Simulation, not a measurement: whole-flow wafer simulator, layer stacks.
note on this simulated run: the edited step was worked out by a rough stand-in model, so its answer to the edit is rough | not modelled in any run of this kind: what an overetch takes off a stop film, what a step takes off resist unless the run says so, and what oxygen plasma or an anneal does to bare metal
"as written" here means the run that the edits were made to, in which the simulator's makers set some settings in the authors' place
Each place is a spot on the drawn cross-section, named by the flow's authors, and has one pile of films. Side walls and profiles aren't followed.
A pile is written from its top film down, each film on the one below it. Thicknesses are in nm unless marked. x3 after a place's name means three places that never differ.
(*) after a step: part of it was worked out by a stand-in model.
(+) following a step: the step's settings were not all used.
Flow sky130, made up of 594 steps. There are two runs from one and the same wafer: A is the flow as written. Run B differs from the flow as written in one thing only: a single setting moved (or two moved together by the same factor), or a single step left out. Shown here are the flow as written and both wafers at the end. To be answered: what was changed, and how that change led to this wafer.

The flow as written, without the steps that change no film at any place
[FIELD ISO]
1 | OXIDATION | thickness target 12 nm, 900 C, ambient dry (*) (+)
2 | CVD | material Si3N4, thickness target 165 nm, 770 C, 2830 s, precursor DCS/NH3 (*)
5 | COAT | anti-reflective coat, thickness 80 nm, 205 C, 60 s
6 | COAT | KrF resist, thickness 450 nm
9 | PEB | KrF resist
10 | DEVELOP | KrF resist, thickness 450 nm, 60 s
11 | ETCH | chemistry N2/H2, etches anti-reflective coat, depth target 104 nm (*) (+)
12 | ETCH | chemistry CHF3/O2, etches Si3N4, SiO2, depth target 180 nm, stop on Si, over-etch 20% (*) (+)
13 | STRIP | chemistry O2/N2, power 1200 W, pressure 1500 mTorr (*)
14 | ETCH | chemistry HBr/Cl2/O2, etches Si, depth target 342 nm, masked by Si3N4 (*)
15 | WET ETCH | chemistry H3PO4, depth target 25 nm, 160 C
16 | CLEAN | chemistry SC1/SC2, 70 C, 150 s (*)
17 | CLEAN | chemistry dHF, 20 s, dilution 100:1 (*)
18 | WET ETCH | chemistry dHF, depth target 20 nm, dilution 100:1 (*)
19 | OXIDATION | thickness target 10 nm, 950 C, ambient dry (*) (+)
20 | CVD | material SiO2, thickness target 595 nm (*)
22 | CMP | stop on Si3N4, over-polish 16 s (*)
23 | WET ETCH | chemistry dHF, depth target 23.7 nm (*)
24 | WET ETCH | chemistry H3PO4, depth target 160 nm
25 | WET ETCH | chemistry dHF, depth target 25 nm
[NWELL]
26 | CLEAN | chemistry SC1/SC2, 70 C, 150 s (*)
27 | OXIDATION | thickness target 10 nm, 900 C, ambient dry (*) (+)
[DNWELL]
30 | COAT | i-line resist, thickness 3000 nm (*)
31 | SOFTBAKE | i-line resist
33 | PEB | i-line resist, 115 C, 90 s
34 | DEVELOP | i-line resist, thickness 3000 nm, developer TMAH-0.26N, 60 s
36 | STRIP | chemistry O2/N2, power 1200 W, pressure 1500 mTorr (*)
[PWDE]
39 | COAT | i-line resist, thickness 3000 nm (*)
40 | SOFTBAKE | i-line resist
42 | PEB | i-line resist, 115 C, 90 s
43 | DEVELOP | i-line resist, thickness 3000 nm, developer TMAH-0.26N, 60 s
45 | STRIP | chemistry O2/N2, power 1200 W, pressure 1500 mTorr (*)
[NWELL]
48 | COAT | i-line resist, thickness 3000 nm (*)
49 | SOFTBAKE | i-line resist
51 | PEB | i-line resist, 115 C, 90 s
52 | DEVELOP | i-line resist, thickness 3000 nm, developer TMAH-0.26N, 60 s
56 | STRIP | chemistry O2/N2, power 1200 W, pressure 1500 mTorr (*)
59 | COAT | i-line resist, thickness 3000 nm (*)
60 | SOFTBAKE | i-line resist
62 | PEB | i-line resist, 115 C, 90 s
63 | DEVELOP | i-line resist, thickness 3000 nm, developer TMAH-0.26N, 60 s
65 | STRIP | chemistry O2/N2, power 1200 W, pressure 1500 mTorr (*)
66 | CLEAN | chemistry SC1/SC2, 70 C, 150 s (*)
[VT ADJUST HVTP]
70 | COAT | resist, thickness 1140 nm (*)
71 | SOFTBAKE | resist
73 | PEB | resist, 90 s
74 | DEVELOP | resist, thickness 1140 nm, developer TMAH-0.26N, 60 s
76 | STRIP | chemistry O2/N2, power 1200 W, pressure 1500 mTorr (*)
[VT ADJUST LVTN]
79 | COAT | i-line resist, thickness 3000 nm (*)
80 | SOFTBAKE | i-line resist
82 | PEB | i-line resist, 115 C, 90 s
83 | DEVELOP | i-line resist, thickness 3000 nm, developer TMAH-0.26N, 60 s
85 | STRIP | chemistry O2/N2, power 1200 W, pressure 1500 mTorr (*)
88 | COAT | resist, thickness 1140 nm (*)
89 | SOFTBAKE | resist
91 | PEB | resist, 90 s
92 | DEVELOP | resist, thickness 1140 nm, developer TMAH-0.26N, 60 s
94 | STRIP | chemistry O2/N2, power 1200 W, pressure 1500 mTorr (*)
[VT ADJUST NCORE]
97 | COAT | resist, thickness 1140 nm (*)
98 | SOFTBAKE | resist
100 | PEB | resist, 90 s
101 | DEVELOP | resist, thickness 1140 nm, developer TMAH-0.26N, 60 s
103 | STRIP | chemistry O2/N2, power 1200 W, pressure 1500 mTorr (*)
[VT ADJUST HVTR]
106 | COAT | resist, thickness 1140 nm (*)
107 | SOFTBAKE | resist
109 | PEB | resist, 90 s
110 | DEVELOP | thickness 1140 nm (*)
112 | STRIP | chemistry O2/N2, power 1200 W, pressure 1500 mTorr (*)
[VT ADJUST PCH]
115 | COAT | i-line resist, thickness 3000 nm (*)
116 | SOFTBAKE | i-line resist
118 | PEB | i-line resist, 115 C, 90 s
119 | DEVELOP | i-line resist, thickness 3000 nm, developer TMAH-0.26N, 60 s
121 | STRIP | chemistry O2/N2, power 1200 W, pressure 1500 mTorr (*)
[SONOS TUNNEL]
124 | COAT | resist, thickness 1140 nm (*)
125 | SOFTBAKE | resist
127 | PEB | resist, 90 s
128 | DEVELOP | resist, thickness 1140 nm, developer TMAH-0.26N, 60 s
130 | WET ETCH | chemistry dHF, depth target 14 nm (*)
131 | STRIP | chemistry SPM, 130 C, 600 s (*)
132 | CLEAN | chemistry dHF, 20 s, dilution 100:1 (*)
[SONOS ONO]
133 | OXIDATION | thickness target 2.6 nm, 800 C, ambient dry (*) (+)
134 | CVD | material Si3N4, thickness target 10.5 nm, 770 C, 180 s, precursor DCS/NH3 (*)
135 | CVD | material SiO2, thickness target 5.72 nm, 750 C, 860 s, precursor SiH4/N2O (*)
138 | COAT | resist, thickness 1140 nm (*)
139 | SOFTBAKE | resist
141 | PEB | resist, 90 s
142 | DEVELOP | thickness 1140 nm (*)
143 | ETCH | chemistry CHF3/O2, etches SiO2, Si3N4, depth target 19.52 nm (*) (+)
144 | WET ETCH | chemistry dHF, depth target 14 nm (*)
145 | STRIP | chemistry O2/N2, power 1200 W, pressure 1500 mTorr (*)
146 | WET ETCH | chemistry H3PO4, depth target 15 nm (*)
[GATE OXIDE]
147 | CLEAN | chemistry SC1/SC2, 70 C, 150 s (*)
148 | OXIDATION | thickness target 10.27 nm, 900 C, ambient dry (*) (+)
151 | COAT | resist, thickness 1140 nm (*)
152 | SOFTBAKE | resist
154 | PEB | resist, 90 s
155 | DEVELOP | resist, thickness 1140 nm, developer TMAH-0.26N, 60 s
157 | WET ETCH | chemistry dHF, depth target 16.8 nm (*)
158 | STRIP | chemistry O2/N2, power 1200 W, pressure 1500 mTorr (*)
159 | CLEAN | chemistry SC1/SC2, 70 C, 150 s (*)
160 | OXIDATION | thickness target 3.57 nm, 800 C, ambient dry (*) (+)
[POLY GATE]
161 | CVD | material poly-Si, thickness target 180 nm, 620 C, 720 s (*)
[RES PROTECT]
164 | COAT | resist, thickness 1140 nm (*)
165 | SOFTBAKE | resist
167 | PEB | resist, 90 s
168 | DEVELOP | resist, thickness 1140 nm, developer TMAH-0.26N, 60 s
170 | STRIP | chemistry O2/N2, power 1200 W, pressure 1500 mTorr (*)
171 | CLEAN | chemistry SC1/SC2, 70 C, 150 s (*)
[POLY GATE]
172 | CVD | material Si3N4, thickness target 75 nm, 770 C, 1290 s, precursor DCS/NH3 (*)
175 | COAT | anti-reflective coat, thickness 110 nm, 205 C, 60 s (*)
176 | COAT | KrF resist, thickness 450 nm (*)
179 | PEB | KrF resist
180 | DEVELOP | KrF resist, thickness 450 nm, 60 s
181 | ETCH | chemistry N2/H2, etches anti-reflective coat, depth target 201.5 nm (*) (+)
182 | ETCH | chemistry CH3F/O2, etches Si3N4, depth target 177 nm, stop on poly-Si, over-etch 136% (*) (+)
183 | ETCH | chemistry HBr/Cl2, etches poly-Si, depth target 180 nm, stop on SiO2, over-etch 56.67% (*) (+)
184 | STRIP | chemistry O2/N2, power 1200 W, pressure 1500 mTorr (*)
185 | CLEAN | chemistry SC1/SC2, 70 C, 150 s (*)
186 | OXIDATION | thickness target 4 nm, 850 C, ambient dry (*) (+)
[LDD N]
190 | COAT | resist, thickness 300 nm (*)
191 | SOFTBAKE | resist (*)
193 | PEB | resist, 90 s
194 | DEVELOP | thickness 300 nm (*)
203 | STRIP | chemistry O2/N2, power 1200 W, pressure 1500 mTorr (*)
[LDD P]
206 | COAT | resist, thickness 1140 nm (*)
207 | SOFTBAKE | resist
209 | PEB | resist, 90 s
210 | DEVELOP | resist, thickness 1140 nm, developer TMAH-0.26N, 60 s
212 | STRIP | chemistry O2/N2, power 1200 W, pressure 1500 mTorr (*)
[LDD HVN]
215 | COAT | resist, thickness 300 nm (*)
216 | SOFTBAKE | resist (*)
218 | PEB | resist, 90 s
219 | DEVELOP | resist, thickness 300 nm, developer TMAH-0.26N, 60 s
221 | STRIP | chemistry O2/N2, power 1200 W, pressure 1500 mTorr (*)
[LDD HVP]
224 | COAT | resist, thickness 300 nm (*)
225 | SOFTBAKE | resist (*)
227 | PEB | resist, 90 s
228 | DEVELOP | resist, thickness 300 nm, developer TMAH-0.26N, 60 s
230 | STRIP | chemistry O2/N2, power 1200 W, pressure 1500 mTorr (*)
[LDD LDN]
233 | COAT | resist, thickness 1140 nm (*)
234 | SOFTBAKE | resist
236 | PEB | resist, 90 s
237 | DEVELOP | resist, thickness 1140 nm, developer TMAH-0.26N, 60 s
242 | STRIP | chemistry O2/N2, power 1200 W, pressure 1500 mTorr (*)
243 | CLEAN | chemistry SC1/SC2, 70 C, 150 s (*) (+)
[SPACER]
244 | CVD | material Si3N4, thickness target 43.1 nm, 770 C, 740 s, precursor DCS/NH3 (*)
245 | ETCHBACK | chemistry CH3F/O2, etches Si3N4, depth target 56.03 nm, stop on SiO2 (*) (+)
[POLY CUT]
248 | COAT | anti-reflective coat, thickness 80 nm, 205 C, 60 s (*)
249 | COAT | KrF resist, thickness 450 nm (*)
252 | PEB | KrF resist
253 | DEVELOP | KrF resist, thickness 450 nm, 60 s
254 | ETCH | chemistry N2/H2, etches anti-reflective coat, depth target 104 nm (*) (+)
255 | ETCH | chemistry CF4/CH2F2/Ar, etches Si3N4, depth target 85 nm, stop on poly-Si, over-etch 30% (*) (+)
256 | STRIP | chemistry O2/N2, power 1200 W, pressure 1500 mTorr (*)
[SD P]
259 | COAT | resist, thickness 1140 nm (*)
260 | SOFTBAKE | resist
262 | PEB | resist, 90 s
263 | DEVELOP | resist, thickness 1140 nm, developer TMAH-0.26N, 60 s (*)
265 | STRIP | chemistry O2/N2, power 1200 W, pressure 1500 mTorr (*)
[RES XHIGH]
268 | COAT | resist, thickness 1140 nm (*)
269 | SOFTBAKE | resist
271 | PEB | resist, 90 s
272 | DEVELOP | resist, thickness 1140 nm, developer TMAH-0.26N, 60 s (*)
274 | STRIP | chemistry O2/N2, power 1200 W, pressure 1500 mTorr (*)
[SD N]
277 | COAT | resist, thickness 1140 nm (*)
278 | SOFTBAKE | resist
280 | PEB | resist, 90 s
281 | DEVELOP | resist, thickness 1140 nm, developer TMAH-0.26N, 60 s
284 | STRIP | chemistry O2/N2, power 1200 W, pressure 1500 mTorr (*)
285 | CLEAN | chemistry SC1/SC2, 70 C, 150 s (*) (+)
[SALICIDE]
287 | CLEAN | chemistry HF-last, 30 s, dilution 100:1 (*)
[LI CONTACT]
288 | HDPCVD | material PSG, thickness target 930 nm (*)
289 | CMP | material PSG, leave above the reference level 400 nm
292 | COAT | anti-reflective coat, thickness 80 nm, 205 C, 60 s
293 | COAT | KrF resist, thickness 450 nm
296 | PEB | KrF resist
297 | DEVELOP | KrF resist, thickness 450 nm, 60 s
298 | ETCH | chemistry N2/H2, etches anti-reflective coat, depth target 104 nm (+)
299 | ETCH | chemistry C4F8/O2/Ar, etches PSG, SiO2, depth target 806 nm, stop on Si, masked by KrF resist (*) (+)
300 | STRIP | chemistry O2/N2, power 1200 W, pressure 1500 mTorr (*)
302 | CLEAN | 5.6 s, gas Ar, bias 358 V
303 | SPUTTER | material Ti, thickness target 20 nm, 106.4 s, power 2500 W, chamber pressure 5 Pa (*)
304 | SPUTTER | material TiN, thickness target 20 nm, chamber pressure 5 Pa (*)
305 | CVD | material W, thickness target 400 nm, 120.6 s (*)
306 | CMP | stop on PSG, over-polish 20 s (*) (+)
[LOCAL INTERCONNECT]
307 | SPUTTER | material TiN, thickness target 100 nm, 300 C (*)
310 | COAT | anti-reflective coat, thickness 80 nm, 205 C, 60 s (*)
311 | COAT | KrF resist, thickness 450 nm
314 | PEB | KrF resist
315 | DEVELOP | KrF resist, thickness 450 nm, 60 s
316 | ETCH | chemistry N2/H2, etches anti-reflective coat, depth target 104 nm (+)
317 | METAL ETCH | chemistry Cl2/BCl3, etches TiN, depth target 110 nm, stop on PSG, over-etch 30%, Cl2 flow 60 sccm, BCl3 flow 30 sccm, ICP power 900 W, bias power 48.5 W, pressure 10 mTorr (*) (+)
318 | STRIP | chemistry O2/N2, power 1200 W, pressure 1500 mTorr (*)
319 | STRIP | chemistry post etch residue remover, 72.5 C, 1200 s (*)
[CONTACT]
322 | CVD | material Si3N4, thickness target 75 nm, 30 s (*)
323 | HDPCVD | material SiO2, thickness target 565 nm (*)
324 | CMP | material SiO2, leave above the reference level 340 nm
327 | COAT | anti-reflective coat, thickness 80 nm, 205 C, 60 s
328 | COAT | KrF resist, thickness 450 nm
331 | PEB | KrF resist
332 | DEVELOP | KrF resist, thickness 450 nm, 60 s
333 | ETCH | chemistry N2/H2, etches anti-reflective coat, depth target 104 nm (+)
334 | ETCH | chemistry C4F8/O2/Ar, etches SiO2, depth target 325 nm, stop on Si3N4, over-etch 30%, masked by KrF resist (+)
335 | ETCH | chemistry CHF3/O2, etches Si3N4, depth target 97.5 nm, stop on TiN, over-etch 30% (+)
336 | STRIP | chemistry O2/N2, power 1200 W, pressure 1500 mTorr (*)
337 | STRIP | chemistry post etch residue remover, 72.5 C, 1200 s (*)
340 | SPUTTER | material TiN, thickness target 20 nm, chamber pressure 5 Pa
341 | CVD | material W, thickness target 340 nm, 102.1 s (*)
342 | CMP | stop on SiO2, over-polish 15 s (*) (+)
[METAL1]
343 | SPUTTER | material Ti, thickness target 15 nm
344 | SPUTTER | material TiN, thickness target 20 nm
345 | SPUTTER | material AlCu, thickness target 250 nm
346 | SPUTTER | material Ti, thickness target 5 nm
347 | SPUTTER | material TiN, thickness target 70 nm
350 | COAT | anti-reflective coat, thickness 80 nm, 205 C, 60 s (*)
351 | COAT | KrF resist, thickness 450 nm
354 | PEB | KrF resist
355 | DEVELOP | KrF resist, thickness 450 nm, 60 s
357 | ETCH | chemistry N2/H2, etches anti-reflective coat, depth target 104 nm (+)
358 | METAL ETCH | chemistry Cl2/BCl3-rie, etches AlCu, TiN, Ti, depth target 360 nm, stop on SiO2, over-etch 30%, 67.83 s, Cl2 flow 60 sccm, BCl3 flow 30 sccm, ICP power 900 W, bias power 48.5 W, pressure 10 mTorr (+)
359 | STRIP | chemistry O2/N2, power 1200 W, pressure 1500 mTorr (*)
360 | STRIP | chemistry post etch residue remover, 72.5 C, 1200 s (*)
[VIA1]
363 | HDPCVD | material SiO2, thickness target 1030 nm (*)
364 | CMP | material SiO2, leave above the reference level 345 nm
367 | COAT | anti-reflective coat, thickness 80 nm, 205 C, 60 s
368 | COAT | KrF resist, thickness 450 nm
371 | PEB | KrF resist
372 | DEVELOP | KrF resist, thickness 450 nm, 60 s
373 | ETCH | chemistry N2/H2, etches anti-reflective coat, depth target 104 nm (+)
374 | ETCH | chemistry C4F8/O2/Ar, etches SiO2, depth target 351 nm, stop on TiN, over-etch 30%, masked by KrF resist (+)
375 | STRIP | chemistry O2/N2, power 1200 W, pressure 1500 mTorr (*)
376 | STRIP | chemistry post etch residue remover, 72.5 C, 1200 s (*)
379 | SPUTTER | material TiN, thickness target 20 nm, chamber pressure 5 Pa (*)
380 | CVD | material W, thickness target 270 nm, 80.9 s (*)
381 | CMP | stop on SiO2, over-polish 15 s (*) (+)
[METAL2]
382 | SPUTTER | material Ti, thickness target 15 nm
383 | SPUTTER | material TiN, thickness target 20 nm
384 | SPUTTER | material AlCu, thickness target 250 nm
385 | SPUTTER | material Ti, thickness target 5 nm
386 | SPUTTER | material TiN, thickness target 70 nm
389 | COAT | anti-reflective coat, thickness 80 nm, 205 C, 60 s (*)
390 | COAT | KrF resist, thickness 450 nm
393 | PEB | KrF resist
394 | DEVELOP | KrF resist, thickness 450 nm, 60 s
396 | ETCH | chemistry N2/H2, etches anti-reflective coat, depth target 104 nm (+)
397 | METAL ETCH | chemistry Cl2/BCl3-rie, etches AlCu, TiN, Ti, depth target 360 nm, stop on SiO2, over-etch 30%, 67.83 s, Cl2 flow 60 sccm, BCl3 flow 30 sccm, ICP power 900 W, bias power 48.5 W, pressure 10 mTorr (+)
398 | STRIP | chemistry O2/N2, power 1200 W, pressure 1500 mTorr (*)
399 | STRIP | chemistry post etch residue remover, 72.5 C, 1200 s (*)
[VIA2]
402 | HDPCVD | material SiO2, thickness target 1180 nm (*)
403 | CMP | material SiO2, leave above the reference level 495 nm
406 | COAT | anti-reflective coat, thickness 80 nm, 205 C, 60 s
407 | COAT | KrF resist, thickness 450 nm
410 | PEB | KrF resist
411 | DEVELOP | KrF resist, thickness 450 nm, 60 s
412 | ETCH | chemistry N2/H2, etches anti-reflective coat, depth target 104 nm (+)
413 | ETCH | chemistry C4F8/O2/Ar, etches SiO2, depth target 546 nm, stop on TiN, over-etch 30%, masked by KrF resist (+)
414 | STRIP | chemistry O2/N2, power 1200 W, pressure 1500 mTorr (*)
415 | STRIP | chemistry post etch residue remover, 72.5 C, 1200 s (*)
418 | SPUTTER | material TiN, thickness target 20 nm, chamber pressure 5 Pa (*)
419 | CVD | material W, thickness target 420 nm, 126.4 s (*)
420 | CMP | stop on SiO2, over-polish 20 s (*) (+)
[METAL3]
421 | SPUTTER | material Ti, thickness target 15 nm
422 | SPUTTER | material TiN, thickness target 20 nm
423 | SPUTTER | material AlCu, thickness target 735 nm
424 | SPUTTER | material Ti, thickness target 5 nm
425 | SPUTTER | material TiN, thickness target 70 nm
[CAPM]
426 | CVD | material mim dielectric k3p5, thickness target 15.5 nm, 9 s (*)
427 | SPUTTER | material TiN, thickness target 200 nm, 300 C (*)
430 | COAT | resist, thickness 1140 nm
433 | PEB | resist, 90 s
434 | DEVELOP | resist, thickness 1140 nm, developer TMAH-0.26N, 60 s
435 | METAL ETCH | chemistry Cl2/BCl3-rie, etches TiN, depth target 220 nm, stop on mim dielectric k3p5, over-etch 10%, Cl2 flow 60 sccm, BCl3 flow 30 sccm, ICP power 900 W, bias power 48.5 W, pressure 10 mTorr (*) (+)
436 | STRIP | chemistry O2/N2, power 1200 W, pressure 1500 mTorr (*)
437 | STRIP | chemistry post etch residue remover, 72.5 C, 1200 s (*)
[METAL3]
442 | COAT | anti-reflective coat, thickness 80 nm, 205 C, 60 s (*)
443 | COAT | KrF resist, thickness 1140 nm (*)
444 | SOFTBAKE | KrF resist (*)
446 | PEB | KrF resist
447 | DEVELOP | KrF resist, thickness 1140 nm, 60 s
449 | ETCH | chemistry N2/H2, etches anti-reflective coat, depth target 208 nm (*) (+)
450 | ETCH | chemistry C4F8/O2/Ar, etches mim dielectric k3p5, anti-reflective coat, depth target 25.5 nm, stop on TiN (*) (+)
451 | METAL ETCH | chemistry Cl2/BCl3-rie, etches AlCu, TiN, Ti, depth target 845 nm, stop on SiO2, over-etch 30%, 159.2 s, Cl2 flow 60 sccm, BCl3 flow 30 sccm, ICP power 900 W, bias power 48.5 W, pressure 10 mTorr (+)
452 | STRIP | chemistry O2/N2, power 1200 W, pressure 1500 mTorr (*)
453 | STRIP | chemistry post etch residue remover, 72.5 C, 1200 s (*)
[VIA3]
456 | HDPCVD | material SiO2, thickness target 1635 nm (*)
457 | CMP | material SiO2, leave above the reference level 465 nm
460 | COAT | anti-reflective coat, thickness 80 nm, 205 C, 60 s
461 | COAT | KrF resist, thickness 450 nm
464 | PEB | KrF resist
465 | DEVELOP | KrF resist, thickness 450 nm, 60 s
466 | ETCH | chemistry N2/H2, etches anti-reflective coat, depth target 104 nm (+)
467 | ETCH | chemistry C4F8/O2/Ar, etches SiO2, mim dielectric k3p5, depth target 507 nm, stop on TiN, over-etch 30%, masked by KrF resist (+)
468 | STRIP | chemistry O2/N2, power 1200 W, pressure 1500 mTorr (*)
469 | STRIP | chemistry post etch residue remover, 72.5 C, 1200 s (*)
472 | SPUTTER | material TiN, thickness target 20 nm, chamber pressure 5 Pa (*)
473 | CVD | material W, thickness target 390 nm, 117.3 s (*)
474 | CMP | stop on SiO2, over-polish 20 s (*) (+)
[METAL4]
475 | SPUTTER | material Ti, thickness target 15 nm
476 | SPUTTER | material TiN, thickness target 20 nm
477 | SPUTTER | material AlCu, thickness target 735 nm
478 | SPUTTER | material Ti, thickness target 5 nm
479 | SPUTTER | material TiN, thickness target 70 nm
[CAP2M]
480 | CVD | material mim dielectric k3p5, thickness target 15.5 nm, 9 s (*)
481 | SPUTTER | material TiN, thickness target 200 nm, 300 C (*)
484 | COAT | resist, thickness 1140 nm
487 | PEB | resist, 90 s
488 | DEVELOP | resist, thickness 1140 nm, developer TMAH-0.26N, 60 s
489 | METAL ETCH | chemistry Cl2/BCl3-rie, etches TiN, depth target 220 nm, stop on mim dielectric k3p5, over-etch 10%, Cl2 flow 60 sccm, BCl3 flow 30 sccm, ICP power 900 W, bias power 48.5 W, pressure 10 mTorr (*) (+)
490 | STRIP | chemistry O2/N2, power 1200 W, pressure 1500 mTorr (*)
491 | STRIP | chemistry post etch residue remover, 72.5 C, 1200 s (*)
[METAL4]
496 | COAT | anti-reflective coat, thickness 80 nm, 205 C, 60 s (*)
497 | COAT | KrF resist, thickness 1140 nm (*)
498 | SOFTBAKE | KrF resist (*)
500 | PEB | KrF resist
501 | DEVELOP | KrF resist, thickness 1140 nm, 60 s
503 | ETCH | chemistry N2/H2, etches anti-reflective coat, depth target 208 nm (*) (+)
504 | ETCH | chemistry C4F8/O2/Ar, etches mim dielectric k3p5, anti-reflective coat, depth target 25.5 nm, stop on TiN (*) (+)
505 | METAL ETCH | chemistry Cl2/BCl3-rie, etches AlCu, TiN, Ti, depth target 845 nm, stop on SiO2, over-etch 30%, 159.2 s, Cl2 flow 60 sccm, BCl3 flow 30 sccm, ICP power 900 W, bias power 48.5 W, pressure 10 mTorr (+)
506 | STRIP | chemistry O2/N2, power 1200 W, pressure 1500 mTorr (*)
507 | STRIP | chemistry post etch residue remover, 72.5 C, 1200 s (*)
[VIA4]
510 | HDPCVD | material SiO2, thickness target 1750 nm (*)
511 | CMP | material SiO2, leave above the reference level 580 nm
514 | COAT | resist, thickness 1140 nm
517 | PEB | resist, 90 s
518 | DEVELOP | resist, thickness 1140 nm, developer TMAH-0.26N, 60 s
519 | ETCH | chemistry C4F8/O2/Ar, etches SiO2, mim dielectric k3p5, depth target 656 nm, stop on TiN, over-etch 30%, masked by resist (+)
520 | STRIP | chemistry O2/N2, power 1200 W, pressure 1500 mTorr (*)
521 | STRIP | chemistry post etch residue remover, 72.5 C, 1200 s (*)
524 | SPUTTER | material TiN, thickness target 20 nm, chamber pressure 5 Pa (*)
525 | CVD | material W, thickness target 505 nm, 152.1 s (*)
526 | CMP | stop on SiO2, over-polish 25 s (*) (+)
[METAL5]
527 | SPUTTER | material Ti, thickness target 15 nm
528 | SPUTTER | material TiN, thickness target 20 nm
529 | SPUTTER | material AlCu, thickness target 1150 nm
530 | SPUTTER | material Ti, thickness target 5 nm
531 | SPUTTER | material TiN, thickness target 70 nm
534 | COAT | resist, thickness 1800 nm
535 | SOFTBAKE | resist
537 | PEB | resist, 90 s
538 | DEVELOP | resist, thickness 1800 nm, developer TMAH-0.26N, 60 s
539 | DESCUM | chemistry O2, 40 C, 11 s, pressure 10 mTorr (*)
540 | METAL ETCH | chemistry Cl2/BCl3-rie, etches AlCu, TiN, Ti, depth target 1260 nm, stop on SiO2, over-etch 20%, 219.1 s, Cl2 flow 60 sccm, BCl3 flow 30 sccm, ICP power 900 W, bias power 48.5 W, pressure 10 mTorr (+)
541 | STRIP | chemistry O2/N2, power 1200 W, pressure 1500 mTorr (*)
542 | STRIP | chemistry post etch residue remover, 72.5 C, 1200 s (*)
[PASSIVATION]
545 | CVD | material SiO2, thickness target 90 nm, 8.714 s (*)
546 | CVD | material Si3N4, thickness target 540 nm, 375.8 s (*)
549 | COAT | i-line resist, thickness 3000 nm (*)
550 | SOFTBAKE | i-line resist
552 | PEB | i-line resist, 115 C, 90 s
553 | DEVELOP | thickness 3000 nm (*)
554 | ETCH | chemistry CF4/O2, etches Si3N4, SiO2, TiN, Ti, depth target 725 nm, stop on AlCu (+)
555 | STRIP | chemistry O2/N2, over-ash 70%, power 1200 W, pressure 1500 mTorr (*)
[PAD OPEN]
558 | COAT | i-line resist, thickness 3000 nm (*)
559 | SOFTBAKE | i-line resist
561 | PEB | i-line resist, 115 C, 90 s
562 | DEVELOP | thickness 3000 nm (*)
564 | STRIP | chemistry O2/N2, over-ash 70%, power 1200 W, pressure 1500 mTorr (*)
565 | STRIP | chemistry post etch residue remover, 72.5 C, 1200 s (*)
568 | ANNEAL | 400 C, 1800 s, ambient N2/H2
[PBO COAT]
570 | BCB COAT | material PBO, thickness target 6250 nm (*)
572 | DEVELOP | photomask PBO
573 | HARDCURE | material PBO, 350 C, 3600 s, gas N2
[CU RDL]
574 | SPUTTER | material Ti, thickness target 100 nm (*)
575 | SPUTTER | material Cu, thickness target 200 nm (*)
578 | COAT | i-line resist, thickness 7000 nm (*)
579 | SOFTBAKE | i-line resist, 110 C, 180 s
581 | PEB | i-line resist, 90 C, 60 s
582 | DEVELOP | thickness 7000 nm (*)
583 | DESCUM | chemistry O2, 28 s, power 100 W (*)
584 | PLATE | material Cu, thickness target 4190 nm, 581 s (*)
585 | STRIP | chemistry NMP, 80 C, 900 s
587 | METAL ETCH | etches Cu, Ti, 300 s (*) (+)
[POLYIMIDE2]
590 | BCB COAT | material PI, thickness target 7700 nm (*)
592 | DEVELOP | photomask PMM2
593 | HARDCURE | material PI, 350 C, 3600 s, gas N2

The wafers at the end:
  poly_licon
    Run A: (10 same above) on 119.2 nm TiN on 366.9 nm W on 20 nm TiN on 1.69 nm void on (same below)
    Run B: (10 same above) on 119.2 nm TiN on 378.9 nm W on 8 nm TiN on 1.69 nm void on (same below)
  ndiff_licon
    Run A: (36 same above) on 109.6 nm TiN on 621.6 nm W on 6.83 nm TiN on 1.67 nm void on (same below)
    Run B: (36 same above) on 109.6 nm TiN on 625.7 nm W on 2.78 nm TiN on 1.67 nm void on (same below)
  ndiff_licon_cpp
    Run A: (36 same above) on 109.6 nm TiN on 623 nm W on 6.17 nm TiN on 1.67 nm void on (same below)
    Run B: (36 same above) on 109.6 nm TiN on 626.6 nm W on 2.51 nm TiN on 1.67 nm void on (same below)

What caused this: step 304, SPUTTER: thickness target 8 nm was run, whereas the flow has thickness target 20 nm.
The wafer lets one read it off: poly_licon has TiN 8, and step 304 as written asks for 20 nm.

How this came from the change, step by step:
  304 | SPUTTER | material TiN, thickness target 20 nm, chamber pressure 5 Pa (*)
      field, active, n_well and 185 more: A +20 TiN (new film) | B +8 TiN (new film)
      ndiff_licon: A +6.83 TiN (new film) | B +2.78 TiN (new film)
      (also at 2 further places)
  306 | CMP | stop on PSG, over-polish 20 s (*) (+)
      field, active, n_well and 184 more: A -400 W (all of it), -20 TiN (all of it), -20 Ti (all of it), -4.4 PSG | B -400 W (all of it), -8 TiN (all of it), -20 Ti (all of it), -4.4 PSG
      ndiff_licon, ndiff_licon_cpp, rpo_hd_licon: A -444.9 W | B -432.9 W
      (also at 1 further place)
